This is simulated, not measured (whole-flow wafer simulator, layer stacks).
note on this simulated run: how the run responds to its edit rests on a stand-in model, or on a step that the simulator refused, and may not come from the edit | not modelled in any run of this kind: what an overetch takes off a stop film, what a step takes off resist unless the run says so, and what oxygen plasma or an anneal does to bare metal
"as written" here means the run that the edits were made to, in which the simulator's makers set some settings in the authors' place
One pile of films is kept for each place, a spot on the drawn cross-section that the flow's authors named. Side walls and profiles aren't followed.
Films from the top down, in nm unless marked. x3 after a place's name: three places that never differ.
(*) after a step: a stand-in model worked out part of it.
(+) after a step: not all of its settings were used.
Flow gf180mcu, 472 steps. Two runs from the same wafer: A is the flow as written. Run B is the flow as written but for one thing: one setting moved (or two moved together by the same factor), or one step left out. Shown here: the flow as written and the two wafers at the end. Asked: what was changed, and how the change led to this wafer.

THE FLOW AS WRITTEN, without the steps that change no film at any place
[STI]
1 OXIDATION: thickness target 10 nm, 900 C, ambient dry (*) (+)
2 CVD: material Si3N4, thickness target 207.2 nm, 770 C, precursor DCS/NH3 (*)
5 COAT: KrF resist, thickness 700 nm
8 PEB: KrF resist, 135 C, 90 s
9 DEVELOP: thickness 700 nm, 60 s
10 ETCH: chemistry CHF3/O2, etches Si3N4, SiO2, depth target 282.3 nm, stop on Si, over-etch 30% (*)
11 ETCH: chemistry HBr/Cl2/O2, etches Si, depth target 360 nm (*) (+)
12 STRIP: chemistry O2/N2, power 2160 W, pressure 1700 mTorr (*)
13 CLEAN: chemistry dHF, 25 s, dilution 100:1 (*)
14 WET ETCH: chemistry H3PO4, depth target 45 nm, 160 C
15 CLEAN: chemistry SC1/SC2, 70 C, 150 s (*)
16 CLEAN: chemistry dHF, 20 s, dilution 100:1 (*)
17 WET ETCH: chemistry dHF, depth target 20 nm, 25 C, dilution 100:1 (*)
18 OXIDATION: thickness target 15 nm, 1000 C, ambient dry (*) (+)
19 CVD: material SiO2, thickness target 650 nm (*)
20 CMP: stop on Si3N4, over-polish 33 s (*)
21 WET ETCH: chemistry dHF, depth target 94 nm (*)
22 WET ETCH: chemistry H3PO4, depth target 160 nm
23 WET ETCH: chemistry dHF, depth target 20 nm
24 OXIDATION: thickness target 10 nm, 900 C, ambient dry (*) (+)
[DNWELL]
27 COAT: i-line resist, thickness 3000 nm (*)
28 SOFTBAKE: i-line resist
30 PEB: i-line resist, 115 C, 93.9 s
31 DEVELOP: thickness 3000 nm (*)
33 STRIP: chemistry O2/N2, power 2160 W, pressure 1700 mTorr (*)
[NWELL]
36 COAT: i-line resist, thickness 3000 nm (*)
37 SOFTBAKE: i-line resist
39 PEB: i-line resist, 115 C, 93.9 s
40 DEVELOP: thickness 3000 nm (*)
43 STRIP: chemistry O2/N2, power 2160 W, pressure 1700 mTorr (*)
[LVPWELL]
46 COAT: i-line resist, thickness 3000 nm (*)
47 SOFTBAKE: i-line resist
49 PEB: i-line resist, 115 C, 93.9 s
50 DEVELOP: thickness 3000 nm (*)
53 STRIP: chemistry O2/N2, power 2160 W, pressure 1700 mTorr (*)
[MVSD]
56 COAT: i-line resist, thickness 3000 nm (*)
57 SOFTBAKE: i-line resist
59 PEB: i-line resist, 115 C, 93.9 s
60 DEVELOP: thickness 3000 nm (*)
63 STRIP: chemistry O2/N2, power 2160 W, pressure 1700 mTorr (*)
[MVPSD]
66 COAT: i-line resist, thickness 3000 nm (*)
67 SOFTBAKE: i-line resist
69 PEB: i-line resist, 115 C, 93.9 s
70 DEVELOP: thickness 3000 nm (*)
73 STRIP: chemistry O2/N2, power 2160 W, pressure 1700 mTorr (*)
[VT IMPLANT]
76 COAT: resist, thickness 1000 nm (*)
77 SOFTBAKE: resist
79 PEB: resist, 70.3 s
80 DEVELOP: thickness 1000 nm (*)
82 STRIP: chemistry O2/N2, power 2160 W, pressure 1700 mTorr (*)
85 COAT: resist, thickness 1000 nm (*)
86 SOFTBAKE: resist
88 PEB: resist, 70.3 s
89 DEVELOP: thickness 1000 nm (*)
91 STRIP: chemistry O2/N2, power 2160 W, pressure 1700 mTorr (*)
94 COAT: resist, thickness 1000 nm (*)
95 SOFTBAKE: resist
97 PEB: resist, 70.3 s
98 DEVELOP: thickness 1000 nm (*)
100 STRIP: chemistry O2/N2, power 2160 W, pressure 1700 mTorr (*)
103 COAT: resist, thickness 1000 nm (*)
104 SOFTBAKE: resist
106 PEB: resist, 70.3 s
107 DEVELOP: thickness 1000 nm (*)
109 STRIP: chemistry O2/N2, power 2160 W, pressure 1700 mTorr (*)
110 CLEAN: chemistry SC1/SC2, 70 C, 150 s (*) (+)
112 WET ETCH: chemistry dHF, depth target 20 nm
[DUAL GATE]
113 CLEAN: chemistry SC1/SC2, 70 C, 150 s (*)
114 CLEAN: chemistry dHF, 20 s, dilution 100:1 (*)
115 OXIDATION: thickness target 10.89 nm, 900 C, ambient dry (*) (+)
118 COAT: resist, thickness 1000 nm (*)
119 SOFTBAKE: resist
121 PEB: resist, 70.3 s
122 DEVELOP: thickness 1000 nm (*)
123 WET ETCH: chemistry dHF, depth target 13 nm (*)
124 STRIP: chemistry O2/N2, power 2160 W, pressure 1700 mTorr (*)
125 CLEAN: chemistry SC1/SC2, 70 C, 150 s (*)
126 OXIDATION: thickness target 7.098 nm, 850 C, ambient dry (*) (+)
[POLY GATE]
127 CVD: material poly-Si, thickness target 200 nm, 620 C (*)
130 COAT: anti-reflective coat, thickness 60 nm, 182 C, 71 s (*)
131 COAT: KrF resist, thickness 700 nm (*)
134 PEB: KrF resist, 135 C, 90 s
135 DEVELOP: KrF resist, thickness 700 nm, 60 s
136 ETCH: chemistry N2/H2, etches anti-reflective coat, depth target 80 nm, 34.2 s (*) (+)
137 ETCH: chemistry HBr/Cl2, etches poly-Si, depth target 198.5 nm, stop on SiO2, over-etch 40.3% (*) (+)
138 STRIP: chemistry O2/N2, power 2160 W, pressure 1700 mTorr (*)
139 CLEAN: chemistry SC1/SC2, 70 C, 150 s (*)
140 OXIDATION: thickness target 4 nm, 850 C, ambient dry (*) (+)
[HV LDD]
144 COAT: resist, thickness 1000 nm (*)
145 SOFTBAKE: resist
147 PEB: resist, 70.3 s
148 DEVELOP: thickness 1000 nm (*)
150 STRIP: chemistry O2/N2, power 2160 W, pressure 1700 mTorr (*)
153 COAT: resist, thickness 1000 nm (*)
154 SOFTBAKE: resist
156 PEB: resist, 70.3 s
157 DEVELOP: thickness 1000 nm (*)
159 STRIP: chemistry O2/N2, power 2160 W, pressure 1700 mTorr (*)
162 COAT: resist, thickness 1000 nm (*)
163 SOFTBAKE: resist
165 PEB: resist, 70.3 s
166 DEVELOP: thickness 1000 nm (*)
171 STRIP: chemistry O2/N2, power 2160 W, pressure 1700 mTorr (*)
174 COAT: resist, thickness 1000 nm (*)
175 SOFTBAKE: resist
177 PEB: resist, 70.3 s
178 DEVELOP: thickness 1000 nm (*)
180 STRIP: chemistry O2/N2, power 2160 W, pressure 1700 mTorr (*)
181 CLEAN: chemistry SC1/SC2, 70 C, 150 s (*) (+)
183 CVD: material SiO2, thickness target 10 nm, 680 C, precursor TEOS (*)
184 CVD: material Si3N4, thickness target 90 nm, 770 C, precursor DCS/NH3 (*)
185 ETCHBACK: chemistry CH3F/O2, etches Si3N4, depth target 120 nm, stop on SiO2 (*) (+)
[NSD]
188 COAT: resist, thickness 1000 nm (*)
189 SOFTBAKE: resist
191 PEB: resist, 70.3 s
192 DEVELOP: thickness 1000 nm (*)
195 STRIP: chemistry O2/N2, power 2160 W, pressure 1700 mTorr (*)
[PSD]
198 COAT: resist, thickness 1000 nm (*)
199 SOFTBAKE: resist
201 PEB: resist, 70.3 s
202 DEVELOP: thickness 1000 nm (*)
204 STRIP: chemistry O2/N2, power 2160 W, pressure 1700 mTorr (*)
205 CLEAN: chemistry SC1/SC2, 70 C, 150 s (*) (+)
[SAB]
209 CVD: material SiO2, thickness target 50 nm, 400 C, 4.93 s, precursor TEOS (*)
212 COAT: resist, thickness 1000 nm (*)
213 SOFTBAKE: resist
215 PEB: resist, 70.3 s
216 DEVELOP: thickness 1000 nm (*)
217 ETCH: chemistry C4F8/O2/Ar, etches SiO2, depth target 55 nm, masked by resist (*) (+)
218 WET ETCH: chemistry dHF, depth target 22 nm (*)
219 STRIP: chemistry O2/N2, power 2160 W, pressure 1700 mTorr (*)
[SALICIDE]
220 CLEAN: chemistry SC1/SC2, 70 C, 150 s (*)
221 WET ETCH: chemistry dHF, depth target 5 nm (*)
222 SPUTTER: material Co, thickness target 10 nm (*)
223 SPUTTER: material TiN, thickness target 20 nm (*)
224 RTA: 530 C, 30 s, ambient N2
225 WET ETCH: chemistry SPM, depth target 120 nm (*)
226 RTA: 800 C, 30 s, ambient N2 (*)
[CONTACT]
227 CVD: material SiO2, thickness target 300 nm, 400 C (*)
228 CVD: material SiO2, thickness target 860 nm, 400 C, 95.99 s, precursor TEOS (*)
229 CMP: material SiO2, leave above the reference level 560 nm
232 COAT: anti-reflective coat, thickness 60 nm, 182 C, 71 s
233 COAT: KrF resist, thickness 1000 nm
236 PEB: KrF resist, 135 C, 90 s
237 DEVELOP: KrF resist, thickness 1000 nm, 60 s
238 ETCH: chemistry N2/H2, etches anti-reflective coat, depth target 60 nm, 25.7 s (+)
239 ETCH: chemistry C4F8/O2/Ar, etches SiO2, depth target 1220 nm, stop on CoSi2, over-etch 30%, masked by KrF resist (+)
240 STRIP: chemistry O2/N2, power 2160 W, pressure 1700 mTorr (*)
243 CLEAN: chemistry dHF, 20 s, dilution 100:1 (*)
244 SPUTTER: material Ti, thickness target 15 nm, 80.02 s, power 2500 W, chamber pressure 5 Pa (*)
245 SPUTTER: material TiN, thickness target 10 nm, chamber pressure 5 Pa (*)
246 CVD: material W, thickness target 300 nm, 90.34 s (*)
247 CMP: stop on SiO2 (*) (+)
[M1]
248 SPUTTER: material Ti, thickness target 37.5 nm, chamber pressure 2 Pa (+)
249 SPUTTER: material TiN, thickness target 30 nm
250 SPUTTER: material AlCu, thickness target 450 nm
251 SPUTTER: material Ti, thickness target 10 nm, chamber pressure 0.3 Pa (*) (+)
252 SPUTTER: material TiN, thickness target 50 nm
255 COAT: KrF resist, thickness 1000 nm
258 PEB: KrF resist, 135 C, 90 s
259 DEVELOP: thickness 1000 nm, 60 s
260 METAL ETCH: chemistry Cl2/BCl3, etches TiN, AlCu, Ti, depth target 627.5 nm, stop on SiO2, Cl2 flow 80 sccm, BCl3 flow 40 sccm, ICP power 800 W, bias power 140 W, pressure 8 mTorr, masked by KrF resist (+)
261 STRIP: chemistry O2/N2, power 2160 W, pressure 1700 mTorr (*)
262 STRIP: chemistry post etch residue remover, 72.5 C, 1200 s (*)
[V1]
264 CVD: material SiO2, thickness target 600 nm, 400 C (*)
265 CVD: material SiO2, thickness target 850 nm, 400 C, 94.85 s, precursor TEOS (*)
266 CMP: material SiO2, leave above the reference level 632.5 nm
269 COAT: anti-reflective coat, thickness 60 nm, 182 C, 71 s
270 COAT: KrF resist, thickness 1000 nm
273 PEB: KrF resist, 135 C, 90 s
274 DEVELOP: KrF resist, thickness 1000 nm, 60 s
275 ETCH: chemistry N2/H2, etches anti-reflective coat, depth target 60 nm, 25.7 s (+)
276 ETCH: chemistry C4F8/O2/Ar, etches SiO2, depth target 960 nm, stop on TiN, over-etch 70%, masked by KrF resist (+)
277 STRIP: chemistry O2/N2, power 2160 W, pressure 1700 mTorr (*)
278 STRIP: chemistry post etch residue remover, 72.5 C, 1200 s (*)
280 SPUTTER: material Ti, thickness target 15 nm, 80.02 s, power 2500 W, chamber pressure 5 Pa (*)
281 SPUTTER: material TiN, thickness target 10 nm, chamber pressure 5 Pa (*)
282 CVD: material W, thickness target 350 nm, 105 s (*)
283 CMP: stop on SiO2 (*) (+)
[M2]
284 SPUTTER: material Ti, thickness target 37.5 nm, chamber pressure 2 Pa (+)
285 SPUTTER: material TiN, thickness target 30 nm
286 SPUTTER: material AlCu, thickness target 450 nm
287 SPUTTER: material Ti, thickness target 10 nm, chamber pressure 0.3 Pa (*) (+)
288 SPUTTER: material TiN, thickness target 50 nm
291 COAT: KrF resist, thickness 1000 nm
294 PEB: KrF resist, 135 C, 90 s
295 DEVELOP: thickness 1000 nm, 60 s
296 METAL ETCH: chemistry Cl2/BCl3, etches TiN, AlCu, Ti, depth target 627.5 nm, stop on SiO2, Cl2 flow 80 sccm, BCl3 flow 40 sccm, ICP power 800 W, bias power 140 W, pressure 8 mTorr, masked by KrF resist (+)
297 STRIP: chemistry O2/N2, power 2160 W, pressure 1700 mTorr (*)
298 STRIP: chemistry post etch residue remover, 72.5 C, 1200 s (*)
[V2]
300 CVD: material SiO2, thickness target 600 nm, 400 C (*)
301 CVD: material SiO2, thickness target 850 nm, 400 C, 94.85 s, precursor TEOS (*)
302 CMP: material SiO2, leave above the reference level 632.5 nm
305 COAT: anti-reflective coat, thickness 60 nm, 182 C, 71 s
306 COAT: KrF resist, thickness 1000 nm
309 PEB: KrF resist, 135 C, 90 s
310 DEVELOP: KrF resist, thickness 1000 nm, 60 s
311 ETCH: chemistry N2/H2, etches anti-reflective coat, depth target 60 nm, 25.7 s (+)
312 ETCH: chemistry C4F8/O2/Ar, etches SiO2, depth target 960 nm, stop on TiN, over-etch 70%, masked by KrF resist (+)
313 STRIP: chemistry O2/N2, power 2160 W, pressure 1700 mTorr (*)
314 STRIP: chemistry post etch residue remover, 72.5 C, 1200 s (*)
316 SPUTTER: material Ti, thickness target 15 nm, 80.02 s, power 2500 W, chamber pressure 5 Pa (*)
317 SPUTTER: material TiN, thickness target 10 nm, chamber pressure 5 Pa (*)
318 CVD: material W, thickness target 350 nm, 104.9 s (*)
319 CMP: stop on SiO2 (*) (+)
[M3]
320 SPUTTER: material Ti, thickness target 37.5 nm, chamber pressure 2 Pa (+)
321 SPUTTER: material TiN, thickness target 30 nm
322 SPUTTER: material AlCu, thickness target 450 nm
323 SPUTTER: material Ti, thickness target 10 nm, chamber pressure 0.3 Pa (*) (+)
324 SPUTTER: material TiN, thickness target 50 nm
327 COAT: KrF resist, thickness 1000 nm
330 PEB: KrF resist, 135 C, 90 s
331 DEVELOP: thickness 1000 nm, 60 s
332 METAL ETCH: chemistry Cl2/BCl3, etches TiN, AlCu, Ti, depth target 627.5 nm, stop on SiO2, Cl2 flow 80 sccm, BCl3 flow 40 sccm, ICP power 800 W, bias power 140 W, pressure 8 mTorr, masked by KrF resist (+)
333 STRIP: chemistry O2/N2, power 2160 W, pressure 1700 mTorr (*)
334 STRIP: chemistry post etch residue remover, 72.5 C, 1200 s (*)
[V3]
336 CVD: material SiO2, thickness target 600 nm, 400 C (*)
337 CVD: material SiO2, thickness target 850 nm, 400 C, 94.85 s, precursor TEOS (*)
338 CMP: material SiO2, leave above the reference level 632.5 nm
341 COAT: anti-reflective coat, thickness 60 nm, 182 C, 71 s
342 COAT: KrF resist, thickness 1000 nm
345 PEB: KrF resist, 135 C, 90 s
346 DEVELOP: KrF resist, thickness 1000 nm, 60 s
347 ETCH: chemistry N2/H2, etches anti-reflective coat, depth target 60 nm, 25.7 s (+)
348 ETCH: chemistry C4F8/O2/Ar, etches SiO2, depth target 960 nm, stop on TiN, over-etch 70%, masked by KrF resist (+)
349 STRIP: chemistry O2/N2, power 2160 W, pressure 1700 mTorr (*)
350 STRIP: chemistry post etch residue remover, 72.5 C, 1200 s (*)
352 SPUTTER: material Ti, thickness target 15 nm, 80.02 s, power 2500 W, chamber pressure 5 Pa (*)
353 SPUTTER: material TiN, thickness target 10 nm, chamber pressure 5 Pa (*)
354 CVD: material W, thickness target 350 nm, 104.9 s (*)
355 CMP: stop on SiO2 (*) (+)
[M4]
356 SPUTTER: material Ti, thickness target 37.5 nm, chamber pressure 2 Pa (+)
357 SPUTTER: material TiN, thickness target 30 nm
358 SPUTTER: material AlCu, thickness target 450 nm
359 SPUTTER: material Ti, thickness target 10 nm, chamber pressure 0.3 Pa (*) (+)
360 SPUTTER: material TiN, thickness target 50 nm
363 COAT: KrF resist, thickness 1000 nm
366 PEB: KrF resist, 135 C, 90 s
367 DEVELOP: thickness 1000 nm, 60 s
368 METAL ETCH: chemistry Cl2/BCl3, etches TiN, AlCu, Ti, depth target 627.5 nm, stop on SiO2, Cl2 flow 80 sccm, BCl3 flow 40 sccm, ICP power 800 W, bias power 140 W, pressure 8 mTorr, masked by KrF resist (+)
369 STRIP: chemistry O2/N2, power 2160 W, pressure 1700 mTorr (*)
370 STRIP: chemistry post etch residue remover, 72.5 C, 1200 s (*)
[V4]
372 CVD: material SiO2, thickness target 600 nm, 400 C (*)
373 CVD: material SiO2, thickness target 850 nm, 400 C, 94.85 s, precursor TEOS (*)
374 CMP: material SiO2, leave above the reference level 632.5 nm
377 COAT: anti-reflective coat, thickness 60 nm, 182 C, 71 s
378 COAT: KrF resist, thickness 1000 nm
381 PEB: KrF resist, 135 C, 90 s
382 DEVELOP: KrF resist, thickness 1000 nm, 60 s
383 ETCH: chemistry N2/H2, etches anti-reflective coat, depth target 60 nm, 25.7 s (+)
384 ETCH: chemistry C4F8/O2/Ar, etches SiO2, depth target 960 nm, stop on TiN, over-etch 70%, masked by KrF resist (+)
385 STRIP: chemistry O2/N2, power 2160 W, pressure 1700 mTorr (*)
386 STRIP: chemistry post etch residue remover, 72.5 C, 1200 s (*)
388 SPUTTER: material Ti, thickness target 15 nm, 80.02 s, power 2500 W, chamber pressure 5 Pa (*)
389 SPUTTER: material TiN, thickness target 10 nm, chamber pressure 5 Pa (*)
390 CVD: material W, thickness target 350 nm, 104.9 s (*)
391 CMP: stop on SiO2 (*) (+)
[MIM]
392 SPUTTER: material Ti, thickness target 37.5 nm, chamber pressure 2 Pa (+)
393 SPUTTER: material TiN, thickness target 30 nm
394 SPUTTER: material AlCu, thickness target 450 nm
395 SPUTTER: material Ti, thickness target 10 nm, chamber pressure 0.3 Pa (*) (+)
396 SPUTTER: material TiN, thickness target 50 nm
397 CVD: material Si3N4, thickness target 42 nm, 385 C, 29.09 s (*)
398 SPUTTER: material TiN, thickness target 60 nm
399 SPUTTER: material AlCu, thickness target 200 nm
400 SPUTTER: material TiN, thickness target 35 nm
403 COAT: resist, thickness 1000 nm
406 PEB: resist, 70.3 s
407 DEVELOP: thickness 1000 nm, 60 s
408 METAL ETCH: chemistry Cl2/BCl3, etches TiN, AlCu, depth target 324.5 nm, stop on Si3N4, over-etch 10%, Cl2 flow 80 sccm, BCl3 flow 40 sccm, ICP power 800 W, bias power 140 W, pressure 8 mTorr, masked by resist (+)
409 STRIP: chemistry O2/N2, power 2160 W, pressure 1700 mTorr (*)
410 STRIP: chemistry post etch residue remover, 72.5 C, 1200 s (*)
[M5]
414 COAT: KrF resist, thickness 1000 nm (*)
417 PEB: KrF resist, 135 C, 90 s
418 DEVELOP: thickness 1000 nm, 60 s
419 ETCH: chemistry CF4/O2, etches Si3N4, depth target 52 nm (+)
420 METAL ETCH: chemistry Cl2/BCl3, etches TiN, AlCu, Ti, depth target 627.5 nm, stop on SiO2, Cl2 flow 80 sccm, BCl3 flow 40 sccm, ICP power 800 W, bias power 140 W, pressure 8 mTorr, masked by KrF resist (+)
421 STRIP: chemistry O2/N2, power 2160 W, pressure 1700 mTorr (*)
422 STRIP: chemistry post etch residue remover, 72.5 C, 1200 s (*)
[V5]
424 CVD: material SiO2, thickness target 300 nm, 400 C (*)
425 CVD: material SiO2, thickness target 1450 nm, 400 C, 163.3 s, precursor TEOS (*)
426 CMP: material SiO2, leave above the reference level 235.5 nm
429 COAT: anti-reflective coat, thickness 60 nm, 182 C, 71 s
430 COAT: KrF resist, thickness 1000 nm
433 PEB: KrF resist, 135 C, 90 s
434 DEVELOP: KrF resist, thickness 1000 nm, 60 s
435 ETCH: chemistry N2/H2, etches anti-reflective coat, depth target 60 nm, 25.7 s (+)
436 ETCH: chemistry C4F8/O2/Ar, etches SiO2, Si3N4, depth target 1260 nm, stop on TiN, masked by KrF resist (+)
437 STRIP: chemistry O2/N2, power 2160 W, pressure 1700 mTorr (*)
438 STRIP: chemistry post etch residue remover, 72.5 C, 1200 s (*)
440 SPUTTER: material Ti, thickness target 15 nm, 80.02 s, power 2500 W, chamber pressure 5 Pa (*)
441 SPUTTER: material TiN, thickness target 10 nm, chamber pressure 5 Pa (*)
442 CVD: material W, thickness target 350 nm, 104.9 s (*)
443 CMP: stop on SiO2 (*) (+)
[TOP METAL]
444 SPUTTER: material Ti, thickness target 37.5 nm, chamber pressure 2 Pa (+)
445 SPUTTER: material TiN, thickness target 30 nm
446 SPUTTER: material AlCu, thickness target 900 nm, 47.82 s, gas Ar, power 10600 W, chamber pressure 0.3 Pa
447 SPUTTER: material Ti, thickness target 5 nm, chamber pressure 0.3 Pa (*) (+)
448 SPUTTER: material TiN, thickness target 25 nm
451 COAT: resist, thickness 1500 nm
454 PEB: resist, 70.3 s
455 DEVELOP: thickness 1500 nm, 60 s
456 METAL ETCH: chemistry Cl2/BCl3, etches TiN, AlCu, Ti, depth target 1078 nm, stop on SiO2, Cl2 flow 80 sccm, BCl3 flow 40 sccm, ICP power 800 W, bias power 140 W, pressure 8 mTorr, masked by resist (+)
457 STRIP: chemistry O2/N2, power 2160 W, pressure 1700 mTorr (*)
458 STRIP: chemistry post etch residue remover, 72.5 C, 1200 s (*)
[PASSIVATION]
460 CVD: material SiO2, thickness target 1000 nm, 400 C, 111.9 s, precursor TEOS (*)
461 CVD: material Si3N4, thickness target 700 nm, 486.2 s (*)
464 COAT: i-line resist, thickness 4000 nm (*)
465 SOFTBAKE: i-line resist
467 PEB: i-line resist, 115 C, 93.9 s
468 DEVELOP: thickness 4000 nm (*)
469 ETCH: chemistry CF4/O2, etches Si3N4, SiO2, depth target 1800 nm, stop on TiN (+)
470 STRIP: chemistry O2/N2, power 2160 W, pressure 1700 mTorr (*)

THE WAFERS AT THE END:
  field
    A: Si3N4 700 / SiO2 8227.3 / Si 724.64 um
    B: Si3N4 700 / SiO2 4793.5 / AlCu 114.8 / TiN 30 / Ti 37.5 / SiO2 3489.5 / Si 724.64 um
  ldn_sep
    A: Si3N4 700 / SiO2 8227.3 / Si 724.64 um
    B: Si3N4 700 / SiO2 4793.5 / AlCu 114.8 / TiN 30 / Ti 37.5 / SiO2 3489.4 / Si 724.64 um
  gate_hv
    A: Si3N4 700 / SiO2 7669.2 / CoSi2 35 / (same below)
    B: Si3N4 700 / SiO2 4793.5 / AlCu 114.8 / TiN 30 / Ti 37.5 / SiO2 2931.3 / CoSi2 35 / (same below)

The cause: step 322, SPUTTER: thickness target 688 nm was run, where the flow has thickness target 450 nm.

How the change led to this, step by step:
  322 SPUTTER: material AlCu, thickness target 450 nm
      field, field__w1, field__w2 and 108 more: A AlCu +450 (new film) | B AlCu +688 (new film)
  332 METAL ETCH: chemistry Cl2/BCl3, etches TiN, AlCu, Ti, depth target 627.5 nm, stop on SiO2, Cl2 flow 80 sccm, BCl3 flow 40 sccm, ICP power 800 W, bias power 140 W, pressure 8 mTorr, masked by KrF resist (+)
      field, field__w1, field__w2 and 103 more: A TiN -50 (all of it), Ti -10 (all of it), AlCu -450 (all of it), TiN -30 (all of it), Ti -37.5 (all of it) | B TiN -50 (all of it), Ti -10 (all of it), AlCu -567.5
  334 STRIP: chemistry post etch residue remover, 72.5 C, 1200 s (*)
      field, field__w1, field__w2 and 103 more: A nothing | B AlCu -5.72
  336 CVD: material SiO2, thickness target 600 nm, 400 C (*)
      field, field__w1, field__w2 and 103 more: A SiO2 +600 | B SiO2 +600 (new film)
  338 CMP: material SiO2, leave above the reference level 632.5 nm
      field, field__w1, field__w2 and 103 more: A SiO2 -300 | B SiO2 -244.3
Counting metal films that touch as one body, field has 1 body; the flow as written gives 0 bodies.
Counting metal films that touch as one body, ldn_sep has 1 body; the flow as written gives 0 bodies.
Counting metal films that touch as one body, gate_hv has 2 bodies (between them, from the top down: SiO2 2931.3); the flow as written gives 1 body.
